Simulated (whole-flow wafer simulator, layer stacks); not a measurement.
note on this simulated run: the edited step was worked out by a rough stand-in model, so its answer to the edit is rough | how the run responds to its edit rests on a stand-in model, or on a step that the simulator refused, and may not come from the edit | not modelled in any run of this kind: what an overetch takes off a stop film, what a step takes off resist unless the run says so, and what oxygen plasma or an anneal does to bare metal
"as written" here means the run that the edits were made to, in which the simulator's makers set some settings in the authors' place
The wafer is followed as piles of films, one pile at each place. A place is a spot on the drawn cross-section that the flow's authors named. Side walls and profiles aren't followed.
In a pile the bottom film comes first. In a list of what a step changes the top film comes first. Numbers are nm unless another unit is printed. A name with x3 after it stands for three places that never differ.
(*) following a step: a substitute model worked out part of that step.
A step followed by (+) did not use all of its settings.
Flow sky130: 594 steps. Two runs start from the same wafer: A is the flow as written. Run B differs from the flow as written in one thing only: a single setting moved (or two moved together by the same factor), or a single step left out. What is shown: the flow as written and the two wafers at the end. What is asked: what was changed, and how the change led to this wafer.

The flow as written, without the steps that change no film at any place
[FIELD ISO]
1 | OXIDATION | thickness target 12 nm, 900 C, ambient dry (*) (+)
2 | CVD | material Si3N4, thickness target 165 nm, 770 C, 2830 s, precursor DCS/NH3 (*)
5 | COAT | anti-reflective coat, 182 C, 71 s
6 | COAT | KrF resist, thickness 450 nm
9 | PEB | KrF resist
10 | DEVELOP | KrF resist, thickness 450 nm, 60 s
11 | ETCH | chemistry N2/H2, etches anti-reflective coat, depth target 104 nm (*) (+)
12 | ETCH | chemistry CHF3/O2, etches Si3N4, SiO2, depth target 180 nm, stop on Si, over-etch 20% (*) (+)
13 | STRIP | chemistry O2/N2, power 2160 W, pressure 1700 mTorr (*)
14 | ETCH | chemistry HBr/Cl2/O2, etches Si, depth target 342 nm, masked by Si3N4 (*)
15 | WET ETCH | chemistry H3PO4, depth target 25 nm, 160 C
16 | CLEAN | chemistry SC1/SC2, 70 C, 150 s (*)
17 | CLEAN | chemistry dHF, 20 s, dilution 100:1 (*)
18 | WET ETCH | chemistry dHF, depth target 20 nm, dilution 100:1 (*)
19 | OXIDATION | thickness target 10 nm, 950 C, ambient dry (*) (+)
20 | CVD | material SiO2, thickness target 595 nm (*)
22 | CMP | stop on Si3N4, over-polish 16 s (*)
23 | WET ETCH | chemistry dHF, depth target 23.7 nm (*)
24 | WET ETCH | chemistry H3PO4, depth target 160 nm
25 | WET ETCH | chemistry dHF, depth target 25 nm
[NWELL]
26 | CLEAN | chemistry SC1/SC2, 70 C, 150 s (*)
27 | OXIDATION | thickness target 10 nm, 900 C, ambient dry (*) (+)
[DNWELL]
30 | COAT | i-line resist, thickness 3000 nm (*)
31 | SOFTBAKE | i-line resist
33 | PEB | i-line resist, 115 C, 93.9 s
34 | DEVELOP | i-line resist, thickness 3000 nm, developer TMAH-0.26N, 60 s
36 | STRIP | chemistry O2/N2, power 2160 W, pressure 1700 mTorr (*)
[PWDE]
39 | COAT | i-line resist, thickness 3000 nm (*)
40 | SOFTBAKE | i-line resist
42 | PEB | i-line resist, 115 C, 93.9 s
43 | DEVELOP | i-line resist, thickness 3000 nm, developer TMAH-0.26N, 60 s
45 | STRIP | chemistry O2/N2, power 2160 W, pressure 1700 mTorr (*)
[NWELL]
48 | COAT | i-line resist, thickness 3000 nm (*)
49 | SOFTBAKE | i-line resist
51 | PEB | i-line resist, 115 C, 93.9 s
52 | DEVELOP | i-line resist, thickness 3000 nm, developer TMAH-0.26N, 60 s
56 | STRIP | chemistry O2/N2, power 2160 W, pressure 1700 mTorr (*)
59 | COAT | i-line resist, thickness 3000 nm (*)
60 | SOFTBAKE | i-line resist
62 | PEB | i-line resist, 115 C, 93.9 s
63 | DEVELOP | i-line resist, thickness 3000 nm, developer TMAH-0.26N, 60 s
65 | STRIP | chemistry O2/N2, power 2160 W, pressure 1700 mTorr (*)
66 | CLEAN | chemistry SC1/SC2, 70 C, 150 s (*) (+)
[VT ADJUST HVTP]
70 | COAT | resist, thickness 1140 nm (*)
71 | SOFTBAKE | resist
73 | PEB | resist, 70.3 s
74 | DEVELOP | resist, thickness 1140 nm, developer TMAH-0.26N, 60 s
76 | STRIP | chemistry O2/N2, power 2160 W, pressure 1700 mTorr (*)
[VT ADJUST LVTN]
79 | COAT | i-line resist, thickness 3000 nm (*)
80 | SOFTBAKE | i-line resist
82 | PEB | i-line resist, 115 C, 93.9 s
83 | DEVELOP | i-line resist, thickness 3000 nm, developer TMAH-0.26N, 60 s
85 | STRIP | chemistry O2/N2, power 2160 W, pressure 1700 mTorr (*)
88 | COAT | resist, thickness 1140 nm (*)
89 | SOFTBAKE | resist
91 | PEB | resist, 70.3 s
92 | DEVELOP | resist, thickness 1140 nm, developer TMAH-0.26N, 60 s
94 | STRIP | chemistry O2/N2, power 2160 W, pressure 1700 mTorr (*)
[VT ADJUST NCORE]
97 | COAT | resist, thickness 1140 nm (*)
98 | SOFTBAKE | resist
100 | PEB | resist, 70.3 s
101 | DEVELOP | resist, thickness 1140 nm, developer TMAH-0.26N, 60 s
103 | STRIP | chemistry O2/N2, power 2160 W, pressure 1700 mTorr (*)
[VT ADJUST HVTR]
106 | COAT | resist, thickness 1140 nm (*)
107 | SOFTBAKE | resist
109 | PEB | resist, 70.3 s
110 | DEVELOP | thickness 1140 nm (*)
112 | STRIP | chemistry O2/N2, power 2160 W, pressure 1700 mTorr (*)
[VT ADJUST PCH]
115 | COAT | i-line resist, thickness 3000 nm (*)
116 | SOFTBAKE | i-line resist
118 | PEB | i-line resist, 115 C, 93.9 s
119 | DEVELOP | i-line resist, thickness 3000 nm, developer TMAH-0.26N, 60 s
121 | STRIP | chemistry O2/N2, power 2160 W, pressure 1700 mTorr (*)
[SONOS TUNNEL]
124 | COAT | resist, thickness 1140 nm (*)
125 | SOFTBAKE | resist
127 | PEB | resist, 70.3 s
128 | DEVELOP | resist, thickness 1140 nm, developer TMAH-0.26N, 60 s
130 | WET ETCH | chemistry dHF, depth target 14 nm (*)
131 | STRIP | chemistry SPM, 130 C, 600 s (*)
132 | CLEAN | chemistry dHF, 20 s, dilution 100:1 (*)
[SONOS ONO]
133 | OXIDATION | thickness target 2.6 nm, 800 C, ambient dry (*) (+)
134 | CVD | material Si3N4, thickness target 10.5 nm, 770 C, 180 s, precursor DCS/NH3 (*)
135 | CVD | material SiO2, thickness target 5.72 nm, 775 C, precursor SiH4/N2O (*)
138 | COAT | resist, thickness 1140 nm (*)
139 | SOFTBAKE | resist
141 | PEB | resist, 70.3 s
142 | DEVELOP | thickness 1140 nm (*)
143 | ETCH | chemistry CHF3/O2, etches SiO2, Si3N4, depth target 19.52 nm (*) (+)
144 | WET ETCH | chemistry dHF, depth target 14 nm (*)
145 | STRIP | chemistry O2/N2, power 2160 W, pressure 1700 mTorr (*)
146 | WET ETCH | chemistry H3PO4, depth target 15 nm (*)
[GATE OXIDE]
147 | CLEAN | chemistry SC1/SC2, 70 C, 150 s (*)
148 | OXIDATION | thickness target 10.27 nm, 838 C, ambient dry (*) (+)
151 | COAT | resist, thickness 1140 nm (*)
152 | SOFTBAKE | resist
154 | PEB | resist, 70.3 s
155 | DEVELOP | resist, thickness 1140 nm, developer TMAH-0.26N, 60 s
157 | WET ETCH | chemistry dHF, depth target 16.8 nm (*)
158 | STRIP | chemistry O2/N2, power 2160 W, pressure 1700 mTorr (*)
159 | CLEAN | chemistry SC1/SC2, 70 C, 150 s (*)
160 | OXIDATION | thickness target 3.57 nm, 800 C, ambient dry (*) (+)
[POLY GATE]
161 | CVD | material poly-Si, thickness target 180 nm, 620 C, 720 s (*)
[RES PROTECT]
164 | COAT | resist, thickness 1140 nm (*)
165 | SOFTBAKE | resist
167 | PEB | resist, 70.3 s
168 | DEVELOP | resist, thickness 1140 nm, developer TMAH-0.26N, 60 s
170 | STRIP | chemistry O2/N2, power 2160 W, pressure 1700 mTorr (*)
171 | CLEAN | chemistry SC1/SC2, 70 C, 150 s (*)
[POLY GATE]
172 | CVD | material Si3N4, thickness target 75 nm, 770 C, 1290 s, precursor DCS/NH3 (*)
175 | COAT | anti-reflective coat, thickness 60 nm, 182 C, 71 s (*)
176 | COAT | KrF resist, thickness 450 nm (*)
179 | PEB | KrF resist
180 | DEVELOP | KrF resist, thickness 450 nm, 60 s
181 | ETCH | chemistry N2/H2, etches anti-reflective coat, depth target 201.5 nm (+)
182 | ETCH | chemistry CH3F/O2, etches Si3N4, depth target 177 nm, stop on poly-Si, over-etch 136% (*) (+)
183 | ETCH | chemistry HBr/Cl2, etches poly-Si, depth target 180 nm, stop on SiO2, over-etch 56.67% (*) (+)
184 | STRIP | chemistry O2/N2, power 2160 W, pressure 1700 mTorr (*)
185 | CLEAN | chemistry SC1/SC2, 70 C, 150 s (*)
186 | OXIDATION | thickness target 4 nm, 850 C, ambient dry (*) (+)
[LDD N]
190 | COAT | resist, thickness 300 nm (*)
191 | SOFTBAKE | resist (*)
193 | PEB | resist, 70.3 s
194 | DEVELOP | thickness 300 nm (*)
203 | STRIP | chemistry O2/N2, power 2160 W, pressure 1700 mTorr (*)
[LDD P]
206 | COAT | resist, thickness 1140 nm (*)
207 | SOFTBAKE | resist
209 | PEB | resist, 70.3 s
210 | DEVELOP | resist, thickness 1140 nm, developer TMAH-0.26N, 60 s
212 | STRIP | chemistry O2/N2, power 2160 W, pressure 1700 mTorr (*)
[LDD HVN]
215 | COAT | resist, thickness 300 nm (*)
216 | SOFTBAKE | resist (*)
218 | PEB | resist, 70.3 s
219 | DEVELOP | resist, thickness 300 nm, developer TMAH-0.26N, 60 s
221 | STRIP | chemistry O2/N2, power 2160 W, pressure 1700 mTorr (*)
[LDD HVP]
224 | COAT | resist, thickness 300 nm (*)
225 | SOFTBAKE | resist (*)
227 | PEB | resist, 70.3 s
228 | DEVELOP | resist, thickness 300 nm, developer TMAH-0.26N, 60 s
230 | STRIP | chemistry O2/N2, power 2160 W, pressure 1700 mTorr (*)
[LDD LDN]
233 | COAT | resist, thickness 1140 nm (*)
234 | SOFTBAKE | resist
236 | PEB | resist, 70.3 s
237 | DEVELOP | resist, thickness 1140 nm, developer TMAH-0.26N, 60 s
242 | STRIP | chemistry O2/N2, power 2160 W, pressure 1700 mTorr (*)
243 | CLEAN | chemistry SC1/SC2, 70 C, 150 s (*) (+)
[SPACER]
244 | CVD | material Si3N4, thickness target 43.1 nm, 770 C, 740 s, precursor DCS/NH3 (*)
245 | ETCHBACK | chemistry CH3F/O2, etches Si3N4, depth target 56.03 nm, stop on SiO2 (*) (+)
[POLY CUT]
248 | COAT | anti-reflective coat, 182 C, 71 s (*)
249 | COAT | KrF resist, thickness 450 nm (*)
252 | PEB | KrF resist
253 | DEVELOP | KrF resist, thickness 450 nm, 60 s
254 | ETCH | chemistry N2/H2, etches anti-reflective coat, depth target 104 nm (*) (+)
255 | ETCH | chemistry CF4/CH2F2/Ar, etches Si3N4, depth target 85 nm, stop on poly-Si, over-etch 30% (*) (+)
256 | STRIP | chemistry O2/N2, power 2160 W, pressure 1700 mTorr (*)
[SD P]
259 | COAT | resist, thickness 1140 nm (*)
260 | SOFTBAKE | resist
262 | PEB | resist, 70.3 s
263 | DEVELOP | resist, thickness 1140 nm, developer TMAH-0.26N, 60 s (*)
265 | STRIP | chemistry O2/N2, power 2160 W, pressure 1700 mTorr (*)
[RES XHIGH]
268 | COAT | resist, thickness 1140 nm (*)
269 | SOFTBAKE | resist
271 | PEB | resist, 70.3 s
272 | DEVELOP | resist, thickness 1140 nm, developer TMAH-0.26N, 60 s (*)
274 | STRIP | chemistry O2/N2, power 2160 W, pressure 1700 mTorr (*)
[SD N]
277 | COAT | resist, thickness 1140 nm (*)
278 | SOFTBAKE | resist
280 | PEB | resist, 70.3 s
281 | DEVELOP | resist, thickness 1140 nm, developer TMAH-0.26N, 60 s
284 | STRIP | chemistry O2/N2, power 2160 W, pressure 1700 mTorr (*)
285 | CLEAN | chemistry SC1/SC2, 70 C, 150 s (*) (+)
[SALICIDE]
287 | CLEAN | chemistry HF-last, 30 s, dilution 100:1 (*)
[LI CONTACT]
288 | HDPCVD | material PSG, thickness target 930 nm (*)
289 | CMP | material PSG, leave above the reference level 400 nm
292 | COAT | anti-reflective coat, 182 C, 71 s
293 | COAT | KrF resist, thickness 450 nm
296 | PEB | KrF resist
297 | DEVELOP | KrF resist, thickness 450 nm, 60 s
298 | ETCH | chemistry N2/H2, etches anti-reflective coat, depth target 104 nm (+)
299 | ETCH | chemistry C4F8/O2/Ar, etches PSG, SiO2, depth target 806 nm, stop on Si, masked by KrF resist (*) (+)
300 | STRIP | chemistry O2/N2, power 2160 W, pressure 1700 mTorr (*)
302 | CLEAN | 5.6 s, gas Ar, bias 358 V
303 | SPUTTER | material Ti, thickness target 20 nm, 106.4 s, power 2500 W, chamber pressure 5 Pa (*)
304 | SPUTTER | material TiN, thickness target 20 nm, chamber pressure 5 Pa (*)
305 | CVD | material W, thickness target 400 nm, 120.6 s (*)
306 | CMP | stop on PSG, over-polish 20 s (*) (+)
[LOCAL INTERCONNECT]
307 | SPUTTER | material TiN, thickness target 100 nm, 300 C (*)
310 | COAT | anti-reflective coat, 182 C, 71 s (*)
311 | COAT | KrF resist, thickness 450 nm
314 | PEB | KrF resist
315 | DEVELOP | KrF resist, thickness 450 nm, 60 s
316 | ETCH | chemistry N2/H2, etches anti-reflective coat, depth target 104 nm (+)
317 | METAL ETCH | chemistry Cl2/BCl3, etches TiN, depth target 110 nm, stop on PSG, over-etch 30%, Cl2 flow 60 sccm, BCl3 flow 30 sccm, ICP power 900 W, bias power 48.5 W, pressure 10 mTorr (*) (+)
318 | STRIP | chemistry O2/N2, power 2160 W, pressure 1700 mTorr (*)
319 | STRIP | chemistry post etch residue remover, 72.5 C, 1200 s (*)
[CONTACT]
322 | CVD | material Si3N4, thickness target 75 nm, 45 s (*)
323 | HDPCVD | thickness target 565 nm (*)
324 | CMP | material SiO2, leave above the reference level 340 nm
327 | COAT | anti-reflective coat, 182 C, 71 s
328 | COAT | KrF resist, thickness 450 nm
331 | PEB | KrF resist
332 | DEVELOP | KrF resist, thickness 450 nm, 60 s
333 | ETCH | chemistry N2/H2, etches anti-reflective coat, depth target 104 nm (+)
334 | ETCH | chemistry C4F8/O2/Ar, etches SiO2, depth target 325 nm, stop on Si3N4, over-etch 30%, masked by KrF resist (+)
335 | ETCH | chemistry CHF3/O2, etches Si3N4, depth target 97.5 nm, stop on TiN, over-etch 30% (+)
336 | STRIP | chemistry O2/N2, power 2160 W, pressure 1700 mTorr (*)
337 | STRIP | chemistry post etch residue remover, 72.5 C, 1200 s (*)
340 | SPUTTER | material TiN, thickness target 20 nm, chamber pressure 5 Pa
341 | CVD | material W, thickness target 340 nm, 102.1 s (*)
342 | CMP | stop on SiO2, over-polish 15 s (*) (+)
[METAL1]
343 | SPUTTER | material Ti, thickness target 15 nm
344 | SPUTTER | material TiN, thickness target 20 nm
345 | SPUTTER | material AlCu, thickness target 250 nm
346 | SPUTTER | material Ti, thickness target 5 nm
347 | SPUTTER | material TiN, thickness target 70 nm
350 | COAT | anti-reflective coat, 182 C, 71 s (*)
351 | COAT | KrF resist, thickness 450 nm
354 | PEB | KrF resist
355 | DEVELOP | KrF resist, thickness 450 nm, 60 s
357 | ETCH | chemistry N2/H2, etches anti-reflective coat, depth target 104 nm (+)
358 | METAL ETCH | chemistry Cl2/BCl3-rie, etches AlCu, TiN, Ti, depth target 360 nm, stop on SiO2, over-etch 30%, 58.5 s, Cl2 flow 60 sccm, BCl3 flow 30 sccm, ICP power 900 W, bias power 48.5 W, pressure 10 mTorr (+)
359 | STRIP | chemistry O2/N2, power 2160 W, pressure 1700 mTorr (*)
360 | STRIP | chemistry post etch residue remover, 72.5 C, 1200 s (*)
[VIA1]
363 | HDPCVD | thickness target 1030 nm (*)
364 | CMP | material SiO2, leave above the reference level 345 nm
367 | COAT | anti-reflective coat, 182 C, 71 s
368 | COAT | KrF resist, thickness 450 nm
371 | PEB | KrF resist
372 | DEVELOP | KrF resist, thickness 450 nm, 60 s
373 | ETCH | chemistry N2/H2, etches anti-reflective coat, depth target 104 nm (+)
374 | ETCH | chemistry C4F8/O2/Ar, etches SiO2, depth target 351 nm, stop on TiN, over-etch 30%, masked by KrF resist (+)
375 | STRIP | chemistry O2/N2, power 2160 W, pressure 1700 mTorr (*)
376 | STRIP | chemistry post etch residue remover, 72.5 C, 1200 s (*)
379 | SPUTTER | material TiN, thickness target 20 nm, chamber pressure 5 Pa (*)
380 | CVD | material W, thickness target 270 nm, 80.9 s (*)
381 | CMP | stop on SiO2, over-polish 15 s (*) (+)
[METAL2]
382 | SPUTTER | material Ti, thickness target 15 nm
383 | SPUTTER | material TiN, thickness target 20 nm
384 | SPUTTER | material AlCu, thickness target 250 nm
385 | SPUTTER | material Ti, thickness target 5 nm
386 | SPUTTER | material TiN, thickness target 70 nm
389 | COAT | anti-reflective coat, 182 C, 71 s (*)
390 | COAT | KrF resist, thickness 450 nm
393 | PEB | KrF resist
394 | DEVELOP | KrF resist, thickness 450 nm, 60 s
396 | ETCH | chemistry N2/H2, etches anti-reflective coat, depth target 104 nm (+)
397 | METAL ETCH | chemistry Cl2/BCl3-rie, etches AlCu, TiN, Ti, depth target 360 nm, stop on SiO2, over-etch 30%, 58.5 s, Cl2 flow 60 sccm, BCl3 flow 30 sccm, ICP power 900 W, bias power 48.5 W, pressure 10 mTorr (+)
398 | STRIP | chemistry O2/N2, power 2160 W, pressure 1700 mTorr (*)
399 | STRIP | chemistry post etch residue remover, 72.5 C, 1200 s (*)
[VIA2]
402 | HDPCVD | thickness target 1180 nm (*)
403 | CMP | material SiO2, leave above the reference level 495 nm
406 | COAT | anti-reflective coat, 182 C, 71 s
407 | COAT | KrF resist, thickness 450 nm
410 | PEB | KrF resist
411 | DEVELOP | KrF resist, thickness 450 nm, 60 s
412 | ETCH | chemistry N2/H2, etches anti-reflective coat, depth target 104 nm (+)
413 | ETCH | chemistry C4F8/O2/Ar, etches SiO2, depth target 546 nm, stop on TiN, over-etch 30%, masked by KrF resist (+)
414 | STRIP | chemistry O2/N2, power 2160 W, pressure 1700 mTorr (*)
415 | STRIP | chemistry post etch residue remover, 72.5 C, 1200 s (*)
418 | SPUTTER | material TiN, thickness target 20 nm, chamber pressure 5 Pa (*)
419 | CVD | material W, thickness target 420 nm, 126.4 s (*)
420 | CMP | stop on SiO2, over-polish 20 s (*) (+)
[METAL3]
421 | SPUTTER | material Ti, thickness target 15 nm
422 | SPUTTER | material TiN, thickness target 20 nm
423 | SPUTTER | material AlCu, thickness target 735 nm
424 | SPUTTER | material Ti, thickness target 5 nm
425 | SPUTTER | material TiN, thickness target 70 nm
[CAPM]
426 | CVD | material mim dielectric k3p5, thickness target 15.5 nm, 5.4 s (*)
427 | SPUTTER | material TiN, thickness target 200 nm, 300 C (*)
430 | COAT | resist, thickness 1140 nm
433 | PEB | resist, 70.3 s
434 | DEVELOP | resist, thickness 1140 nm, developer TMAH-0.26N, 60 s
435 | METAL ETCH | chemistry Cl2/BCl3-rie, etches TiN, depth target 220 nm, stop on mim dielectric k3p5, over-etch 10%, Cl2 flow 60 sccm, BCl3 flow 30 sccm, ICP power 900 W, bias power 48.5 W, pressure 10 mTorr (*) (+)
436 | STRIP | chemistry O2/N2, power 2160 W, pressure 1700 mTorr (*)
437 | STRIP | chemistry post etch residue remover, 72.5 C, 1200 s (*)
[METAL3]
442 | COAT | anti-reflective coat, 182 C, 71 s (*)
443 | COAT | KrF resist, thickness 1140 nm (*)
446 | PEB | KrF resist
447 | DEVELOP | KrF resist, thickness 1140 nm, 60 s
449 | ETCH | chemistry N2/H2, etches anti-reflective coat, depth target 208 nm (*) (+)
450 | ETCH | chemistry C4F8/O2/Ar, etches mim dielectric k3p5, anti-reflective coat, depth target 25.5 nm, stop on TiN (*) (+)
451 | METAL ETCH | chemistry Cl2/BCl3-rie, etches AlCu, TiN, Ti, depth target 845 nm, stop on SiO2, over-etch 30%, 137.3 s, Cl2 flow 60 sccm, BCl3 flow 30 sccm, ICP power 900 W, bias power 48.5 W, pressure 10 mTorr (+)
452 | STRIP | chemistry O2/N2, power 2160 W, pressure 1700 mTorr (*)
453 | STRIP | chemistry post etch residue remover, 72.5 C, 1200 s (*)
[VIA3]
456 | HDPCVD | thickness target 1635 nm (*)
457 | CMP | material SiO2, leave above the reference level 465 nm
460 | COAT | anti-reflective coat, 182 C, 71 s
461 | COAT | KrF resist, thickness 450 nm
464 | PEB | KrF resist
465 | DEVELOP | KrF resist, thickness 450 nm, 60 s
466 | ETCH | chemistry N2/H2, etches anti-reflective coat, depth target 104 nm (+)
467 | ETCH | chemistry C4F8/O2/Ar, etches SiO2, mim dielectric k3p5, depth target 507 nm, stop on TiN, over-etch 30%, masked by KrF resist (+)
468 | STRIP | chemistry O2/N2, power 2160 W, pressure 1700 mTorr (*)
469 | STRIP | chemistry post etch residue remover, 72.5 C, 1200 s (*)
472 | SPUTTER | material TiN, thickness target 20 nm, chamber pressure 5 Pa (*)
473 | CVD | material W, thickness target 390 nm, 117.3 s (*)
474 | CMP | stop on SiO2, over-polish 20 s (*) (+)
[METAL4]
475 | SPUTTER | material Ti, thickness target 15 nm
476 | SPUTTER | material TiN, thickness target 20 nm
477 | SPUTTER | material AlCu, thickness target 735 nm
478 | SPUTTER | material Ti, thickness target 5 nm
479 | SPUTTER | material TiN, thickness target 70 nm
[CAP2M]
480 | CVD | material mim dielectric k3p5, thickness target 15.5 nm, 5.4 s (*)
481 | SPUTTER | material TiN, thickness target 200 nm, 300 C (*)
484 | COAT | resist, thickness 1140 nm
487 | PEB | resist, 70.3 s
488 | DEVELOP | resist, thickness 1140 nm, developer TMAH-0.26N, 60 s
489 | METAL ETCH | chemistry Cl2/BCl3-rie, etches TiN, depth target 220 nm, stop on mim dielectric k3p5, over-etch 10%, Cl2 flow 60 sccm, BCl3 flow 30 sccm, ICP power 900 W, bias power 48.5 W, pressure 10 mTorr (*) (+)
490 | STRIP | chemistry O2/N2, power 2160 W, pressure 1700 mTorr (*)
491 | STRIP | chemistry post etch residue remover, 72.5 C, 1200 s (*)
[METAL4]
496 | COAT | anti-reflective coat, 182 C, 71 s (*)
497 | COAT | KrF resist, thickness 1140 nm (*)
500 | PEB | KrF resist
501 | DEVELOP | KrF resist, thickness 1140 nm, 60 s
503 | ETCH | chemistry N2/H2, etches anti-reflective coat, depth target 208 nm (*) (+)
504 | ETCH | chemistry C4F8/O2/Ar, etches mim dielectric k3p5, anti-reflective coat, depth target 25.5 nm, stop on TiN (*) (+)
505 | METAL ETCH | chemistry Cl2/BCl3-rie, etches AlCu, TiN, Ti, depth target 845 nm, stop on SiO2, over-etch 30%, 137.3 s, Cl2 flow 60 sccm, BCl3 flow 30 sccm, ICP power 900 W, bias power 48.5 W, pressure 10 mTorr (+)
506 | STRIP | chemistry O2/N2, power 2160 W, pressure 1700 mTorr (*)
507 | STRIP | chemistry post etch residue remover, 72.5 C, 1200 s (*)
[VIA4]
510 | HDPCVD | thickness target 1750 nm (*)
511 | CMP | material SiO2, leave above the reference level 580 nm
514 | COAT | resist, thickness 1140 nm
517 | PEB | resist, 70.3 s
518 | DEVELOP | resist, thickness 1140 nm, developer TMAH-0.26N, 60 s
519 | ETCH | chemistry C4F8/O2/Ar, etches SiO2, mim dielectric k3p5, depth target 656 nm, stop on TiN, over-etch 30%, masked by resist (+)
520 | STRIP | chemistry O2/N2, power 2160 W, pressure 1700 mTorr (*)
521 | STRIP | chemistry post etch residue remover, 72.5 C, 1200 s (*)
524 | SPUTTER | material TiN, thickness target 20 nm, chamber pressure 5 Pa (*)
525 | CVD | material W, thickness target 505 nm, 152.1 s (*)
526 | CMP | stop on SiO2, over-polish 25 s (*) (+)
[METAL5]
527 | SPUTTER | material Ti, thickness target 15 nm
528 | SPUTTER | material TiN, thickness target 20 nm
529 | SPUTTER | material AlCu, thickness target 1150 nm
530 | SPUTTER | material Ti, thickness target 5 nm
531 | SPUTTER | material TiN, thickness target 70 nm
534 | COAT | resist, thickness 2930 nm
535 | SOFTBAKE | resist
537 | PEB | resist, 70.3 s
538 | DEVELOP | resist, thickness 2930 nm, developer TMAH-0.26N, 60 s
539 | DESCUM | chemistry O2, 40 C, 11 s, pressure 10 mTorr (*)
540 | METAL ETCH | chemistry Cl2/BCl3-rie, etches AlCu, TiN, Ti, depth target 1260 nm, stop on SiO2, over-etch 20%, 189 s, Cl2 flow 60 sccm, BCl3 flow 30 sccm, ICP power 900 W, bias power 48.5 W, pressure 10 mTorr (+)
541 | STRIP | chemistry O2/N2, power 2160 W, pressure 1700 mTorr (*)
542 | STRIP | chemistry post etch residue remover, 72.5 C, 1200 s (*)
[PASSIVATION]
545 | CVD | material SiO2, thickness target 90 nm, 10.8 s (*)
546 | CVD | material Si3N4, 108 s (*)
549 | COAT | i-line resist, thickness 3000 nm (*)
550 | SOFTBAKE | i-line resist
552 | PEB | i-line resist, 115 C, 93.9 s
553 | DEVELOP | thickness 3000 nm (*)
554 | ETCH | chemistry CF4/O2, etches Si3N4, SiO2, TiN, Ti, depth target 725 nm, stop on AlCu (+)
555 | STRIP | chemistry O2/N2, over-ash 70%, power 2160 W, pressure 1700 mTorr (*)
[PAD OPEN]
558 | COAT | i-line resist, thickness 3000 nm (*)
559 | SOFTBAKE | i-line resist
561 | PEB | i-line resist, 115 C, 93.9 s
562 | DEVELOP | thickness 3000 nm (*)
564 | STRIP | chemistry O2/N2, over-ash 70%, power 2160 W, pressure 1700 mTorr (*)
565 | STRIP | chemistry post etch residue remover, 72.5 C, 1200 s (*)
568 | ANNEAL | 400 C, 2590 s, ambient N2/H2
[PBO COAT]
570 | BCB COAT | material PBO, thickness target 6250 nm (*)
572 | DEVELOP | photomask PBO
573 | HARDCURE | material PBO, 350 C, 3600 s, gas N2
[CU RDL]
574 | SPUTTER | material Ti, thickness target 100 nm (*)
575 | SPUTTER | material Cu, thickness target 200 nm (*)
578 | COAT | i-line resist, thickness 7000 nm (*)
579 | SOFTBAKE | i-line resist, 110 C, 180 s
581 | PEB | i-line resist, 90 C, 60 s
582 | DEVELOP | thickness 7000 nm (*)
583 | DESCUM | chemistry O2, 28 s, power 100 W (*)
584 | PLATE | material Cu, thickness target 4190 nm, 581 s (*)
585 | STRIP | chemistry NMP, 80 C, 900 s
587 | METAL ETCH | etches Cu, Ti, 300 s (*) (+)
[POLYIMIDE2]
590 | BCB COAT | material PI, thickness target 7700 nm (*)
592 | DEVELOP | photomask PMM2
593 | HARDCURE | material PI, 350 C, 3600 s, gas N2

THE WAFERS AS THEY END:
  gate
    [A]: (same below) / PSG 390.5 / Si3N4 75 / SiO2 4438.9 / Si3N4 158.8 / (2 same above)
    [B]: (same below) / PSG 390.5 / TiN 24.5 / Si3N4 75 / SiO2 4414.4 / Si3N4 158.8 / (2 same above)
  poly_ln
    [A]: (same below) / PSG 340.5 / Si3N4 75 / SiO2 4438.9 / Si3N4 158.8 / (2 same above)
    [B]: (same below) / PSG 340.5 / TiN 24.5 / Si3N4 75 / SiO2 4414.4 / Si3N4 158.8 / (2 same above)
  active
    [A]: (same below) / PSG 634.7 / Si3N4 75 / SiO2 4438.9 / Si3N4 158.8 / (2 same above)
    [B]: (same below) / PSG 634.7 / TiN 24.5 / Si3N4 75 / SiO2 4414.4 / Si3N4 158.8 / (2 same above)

The reason: step 317, METAL ETCH: depth target 73.7 nm was run, though the flow has depth target 110 nm.

How this came from the change, step by step:
  317 | METAL ETCH | chemistry Cl2/BCl3, etches TiN, depth target 110 nm, stop on PSG, over-etch 30%, Cl2 flow 60 sccm, BCl3 flow 30 sccm, ICP power 900 W, bias power 48.5 W, pressure 10 mTorr (*) (+)
      field, active, gate and 88 more: A -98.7 TiN (all of it) | B -73.7 TiN
      n_well, p_well, gate_hv and 97 more: A -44 KrF resist | B -29.5 KrF resist
  318 | STRIP | chemistry O2/N2, power 2160 W, pressure 1700 mTorr (*)
      n_well, p_well, gate_hv and 88 more: A -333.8 KrF resist (all of it), -80 anti-reflective coat (all of it) | B -348.3 KrF resist (all of it), -80 anti-reflective coat (all of it)
      drift_dnw, nw_fld, nw_fld__w1, ndiff_licon_rim, pnp_par_nw: A -333.8 KrF resist (all of it), -80 anti-reflective coat (all of it) | B -348.4 KrF resist (all of it), -80 anti-reflective coat (all of it)
      (and at 4 other places as well)
  324 | CMP | material SiO2, leave above the reference level 340 nm
      field, active, gate and 88 more: A -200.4 SiO2 | B -225 SiO2
If metal films that touch count as one body, gate has 1 body; the flow as written gives 0 bodies.
If metal films that touch count as one body, poly_ln has 1 body; the flow as written gives 0 bodies.
If metal films that touch count as one body, active has 1 body; the flow as written gives 0 bodies.
